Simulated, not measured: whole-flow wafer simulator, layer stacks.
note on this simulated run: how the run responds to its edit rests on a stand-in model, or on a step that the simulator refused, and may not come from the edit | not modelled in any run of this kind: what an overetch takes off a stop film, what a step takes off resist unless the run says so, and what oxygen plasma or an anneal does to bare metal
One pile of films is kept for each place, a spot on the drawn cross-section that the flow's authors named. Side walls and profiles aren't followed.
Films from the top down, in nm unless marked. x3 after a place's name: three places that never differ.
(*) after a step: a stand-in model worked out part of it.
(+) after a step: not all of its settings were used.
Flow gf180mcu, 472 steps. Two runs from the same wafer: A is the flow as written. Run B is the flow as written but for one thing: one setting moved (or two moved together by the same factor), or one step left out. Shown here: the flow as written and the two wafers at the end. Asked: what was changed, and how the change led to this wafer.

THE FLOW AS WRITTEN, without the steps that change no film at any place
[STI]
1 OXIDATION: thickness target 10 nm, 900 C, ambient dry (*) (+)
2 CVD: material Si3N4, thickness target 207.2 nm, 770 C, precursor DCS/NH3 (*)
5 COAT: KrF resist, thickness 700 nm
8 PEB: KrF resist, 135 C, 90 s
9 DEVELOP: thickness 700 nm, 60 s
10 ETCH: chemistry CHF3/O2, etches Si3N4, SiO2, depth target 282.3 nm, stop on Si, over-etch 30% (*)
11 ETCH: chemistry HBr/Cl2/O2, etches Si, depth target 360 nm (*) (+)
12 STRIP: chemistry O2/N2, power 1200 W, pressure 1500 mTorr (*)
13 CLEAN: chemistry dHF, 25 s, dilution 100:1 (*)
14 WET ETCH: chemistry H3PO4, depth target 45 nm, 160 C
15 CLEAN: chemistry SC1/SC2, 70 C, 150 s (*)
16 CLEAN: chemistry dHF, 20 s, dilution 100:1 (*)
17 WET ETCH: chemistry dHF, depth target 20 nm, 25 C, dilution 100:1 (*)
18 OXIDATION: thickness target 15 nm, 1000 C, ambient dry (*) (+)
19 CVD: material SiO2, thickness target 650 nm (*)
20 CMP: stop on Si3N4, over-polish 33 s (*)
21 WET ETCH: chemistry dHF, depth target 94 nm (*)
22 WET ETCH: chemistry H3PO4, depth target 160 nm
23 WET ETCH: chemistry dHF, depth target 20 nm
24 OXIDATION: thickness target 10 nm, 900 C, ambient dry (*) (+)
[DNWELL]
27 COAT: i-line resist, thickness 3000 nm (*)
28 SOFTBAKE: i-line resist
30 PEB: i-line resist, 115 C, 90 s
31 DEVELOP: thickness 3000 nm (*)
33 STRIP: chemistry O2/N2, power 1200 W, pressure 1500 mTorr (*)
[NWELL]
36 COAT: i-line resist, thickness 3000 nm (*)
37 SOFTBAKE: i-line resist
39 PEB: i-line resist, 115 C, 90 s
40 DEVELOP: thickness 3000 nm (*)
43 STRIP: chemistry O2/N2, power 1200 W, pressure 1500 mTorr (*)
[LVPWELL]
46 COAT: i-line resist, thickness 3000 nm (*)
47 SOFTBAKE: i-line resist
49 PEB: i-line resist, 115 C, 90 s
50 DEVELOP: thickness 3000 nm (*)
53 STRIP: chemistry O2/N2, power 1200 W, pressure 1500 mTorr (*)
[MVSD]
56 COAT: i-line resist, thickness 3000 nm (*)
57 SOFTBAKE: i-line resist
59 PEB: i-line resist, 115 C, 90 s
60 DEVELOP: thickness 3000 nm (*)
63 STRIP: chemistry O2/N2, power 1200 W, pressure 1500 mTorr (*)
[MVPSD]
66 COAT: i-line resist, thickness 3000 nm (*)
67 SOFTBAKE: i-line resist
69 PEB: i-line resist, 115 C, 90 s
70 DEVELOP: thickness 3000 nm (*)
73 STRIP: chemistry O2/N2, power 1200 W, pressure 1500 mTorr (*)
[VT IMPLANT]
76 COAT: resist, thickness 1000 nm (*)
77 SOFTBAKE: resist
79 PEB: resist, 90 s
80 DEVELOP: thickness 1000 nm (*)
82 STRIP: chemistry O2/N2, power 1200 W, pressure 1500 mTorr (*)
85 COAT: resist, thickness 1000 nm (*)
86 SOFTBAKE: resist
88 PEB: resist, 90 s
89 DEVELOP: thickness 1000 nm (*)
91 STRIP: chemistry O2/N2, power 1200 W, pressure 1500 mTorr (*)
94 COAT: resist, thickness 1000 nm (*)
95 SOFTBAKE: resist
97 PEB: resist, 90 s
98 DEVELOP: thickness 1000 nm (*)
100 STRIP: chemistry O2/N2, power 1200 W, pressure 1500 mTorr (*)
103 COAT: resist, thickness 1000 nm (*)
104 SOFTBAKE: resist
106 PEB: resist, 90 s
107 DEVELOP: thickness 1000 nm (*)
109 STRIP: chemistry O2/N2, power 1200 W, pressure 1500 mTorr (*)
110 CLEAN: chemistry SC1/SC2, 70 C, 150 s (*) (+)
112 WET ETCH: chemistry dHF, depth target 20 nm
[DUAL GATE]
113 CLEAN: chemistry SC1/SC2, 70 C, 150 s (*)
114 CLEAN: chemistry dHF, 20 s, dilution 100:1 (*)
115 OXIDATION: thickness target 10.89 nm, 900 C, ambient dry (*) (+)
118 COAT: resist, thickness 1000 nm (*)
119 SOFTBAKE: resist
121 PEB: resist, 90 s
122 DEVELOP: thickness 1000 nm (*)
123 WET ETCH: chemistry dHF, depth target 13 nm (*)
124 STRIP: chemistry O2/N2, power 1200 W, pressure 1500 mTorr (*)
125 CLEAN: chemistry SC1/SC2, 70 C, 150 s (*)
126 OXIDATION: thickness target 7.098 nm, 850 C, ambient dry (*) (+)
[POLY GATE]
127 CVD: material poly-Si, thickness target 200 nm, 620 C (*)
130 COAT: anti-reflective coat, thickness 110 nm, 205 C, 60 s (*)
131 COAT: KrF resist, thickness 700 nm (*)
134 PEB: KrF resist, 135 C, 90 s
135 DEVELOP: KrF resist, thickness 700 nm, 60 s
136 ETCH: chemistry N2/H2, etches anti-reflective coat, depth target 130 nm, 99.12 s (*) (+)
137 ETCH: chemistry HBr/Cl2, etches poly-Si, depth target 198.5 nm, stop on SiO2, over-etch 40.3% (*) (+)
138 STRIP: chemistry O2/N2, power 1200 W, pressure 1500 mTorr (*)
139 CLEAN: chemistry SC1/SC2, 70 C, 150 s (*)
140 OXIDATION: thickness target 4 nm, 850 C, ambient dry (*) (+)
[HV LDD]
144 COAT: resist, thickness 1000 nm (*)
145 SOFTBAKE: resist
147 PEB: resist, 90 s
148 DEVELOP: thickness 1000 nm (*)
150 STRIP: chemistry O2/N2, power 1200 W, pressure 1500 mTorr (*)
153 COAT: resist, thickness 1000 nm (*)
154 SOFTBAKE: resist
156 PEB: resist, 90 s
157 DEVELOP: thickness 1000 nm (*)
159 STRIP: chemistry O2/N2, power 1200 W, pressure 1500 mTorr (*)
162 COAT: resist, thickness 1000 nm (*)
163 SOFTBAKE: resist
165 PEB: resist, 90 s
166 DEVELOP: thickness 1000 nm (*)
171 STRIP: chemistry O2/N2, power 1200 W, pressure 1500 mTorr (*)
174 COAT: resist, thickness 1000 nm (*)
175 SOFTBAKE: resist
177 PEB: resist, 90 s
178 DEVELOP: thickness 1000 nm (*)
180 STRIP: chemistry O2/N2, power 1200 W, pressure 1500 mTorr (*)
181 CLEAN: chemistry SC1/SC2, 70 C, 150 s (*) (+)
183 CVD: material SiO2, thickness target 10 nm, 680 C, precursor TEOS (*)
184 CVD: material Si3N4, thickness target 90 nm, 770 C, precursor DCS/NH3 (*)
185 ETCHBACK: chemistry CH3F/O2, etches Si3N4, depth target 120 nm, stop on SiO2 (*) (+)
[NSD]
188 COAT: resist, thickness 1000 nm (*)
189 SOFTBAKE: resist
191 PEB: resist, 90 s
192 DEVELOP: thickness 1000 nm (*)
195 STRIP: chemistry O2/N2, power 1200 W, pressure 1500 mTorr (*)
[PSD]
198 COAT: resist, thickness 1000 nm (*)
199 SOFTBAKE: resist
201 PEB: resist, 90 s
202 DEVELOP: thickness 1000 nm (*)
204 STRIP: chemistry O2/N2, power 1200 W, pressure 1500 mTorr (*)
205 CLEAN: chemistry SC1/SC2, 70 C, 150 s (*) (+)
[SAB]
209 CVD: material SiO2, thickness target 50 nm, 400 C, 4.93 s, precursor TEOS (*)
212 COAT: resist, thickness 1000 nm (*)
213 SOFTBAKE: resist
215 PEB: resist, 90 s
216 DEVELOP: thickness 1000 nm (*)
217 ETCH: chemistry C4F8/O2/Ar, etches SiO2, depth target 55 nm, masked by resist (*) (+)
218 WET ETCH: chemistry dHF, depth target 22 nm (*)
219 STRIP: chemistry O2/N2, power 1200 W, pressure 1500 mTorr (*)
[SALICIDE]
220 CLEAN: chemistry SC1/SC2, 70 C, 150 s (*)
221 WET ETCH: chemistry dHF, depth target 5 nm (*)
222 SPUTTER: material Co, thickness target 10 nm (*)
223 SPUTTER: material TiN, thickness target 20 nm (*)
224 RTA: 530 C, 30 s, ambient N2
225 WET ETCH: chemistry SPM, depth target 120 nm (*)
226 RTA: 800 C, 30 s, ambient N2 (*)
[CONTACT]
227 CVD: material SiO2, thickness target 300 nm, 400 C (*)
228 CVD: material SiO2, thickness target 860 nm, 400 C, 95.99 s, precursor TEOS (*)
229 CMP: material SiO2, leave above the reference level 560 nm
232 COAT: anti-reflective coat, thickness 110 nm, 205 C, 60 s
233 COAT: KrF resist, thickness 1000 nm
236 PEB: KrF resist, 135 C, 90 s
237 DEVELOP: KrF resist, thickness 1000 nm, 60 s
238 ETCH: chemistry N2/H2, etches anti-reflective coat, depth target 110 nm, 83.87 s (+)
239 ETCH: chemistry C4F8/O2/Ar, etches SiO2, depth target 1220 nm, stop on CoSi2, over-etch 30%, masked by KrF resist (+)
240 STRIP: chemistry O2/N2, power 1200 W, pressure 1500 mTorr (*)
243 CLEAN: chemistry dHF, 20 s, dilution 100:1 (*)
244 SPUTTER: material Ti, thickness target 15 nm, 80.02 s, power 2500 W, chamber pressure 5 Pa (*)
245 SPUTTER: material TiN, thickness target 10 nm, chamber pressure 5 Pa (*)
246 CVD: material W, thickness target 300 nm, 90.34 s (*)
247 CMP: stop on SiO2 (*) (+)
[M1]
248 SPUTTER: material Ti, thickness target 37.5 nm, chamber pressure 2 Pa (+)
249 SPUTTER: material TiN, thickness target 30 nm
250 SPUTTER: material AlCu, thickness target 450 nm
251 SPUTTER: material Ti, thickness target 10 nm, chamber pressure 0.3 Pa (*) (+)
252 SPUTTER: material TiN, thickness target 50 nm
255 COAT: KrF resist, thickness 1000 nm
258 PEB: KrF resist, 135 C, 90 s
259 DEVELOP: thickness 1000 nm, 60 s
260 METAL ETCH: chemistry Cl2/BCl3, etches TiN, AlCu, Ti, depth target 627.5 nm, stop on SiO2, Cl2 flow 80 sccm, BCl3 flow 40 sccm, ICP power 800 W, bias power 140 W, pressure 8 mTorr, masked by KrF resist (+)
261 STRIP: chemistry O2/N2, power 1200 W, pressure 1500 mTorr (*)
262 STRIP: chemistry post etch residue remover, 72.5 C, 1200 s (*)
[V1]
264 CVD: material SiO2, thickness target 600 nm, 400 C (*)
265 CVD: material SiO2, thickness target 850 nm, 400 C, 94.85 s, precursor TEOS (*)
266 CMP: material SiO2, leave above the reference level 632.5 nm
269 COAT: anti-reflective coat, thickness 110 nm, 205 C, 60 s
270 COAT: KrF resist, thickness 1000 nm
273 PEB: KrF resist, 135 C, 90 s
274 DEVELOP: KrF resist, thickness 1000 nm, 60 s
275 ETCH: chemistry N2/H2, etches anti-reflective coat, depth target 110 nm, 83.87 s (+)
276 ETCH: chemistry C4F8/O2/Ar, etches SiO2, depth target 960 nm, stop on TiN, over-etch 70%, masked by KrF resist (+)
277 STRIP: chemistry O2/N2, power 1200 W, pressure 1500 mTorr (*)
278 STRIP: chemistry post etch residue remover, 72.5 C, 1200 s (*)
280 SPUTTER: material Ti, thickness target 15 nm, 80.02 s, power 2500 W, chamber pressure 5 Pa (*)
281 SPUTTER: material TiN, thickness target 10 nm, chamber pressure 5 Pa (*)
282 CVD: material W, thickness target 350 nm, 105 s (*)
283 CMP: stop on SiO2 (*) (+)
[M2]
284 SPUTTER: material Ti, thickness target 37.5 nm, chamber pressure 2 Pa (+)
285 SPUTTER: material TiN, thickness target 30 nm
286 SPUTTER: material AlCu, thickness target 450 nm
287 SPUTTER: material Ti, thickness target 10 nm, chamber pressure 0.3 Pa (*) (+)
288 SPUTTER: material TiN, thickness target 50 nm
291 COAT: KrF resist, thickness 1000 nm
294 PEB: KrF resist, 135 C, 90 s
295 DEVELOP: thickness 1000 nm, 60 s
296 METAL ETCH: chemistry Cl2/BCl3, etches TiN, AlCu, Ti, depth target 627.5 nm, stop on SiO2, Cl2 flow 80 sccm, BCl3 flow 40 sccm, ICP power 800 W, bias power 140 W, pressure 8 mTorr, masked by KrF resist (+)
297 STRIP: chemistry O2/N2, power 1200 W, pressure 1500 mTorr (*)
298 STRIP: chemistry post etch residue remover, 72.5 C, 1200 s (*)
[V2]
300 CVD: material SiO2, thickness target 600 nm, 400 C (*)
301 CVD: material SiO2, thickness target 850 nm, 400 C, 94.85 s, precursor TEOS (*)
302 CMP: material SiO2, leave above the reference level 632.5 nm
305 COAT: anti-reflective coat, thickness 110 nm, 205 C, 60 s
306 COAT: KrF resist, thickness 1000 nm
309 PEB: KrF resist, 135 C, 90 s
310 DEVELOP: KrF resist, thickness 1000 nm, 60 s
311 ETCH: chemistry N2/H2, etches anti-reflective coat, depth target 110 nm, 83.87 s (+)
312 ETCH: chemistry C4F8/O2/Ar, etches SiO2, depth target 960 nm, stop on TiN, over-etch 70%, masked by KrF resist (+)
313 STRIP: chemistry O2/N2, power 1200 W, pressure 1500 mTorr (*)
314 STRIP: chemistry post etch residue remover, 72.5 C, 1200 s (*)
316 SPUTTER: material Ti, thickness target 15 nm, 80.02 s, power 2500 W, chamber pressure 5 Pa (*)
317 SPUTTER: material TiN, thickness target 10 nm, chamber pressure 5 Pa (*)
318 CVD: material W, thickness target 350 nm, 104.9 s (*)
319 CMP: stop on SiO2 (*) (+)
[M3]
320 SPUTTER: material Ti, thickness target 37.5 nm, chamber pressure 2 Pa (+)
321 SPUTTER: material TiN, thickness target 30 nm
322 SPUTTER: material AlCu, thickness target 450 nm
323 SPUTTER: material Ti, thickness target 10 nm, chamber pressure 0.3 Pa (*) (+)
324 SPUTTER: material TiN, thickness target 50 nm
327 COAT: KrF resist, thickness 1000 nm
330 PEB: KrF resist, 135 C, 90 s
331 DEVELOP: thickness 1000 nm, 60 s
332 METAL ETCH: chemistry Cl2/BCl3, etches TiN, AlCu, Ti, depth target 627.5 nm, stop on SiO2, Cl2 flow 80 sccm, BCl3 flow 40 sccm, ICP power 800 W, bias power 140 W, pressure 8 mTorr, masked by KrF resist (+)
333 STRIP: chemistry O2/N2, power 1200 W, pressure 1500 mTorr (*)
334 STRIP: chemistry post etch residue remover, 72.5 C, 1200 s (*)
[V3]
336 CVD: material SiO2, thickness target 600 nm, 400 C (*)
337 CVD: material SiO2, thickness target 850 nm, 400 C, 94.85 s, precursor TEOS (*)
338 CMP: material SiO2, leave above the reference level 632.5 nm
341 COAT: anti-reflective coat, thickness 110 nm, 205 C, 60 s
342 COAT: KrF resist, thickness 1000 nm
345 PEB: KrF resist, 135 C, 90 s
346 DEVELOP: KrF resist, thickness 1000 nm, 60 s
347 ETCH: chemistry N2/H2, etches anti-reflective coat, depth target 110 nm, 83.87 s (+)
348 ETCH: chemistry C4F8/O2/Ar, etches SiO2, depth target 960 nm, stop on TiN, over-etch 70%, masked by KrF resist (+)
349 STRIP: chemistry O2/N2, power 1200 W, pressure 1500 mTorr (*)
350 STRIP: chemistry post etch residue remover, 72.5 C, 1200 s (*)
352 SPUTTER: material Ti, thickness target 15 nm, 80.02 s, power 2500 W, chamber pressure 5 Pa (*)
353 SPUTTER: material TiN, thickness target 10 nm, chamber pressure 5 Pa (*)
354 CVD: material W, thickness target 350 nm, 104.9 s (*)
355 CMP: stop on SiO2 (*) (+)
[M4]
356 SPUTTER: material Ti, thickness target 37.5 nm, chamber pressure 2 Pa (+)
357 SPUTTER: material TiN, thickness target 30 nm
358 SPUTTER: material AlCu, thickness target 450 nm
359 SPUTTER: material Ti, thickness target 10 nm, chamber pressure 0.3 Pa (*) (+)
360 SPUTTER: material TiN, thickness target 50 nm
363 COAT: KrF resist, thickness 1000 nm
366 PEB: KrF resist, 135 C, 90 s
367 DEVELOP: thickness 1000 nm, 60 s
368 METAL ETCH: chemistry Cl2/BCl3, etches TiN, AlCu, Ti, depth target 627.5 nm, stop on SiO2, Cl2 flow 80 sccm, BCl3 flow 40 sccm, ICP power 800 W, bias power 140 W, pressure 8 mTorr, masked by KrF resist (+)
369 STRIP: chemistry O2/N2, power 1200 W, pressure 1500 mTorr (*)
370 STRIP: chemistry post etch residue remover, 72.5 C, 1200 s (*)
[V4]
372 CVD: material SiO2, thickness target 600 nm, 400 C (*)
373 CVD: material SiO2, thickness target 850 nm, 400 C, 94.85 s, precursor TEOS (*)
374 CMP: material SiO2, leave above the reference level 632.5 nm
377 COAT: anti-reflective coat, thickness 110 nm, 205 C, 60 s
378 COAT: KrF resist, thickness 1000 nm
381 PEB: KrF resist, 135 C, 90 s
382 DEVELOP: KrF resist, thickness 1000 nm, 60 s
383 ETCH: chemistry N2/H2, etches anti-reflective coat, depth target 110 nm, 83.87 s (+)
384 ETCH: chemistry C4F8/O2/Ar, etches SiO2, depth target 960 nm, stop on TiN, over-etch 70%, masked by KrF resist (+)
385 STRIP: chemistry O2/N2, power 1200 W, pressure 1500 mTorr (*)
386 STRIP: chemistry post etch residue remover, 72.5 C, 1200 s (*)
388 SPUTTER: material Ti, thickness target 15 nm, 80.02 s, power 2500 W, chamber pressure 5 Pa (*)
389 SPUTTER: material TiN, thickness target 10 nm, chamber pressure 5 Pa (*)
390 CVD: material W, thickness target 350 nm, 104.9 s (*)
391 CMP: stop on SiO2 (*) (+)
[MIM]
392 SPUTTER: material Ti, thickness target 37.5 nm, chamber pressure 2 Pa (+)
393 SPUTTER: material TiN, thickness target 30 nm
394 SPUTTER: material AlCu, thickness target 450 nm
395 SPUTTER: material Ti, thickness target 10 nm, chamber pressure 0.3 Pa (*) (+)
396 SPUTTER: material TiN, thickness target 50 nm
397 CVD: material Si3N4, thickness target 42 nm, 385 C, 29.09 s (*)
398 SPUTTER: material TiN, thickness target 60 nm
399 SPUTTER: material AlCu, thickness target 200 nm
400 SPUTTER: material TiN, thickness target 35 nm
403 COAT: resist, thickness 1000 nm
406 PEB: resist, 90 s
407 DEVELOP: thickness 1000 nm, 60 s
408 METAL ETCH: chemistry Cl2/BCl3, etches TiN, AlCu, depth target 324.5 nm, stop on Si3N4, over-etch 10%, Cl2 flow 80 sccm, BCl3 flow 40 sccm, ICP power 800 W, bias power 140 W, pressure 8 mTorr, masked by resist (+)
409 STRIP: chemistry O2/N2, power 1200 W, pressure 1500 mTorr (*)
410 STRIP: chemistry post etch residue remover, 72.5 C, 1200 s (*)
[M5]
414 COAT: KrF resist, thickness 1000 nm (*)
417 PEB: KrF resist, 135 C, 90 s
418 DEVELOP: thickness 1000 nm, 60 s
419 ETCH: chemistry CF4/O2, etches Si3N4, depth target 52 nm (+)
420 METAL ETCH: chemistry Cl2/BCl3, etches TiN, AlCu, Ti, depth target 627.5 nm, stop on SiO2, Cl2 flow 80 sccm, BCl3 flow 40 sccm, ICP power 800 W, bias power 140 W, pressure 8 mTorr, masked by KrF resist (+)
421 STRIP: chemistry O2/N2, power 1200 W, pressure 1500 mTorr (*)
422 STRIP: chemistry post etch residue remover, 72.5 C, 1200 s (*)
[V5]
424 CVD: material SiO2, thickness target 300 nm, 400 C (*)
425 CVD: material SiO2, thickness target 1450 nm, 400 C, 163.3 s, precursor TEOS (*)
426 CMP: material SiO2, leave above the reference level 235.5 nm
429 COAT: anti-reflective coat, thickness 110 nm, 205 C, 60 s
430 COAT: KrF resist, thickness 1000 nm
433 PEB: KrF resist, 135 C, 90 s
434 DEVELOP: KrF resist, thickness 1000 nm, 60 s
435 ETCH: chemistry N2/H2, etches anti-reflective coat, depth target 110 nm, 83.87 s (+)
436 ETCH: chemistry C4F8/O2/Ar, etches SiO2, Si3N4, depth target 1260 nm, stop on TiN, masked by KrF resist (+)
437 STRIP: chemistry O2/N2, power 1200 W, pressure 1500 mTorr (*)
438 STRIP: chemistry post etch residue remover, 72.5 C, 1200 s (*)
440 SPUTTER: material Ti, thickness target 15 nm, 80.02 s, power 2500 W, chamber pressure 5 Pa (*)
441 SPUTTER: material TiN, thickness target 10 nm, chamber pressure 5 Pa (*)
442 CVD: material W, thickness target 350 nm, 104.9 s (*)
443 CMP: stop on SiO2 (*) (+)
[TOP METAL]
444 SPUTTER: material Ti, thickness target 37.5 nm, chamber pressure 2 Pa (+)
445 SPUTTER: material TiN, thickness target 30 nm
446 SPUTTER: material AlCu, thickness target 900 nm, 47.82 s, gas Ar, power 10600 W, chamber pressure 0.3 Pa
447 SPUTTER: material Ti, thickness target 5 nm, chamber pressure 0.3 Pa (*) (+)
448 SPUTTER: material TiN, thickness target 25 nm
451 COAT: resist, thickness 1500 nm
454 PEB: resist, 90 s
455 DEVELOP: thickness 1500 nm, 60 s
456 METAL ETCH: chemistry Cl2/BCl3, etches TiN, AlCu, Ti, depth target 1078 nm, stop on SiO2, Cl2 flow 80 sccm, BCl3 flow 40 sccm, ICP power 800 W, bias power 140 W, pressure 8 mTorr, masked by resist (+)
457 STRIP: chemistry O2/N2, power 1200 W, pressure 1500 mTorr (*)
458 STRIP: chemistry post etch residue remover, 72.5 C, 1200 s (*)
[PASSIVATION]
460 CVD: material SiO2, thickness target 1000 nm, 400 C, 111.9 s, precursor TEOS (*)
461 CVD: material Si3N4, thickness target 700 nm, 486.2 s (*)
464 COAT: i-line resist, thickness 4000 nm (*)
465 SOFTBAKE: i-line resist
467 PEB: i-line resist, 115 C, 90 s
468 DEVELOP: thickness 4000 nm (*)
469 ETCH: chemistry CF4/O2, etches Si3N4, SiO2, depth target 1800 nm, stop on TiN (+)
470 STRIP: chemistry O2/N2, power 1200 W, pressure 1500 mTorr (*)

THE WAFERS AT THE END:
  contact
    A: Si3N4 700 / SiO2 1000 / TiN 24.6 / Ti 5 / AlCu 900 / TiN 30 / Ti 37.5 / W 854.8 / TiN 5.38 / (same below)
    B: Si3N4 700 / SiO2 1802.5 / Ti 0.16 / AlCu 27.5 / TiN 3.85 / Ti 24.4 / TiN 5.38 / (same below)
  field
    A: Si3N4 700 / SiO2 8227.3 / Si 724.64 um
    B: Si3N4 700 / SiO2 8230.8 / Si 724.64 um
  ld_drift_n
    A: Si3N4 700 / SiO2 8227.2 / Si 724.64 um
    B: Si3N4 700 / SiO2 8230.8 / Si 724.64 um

The cause: step 442, CVD: material W, thickness target 350 nm, 104.9 s (*), was left out.

How the change led to this, step by step:
  443 CMP: stop on SiO2 (*) (+)
      field, field__w1, field__w2 and 108 more: A W -350 (all of it), TiN -10 (all of it), Ti -15 (all of it), SiO2 -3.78 | B TiN -10 (all of it), Ti -15 (all of it), SiO2 -0.25
      contact: A W -378.8 | B nothing
  444 SPUTTER: material Ti, thickness target 37.5 nm, chamber pressure 2 Pa (+)
      contact: A Ti +37.5 (new film) | B Ti +24.4 (new film)
  445 SPUTTER: material TiN, thickness target 30 nm
      contact: A TiN +30 (new film) | B TiN +3.85 (new film)
  446 SPUTTER: material AlCu, thickness target 900 nm, 47.82 s, gas Ar, power 10600 W, chamber pressure 0.3 Pa
      contact: A AlCu +900 (new film) | B AlCu +27.5 (new film)
  447 SPUTTER: material Ti, thickness target 5 nm, chamber pressure 0.3 Pa (*) (+)
      contact: A Ti +5 (new film) | B Ti +0.16 (new film)
  448 SPUTTER: material TiN, thickness target 25 nm
      contact: A TiN +25 (new film) | B TiN +0.72 (new film)
  451 COAT: resist, thickness 1500 nm
      field__w1: A resist +1500 (new film) | B resist +1449.5 (new film)
      field__w4: A resist +1500 (new film) | B resist +1462 (new film)
      (and at 9 more places)
  452 SOFTBAKE: resist
      field__w1: A nothing | B resist +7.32
      field__w4: A nothing | B resist +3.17
      (and at 16 more places)
  454 PEB: resist, 90 s
      field__w1, polyc_p_rim: A resist -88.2 | B resist -85.7
      n_well, active_hv: A resist -88.2 | B resist -86.1
      (and at 8 more places)
  455 DEVELOP: thickness 1500 nm, 60 s
      field__w1: A resist -1411.8 (all of it) | B resist -1371.2 (all of it)
      field__w4: A resist -1411.8 (all of it) | B resist -1379 (all of it)
      (and at 6 more places)
  457 STRIP: chemistry O2/N2, power 1200 W, pressure 1500 mTorr (*)
      field__w8: A resist -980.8 (all of it) | B resist -944.2 (all of it)
      contact: A resist -980.8 (all of it) | B resist -2617.6 (all of it)
      (and at 2 more places)
  458 STRIP: chemistry post etch residue remover, 72.5 C, 1200 s (*)
      contact: A TiN -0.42 | B TiN -0.72 (all of it)
  460 CVD: material SiO2, thickness target 1000 nm, 400 C, 111.9 s, precursor TEOS (*)
      contact: A SiO2 +1000 (new film) | B SiO2 +1802.5 (new film)
  464 COAT: i-line resist, thickness 4000 nm (*)
      contact: A i-line resist +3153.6 (new film) | B i-line resist +4146 (new film)
  465 SOFTBAKE: i-line resist
      field__w1: A i-line resist -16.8 | B i-line resist -16
      field__w4: A i-line resist -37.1 | B i-line resist -34.6
      (and at 8 more places)
  467 PEB: i-line resist, 115 C, 90 s
      contact: A i-line resist -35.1 | B i-line resist -52
  470 STRIP: chemistry O2/N2, power 1200 W, pressure 1500 mTorr (*)
      contact: A i-line resist -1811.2 (all of it) | B i-line resist -2790.5 (all of it)
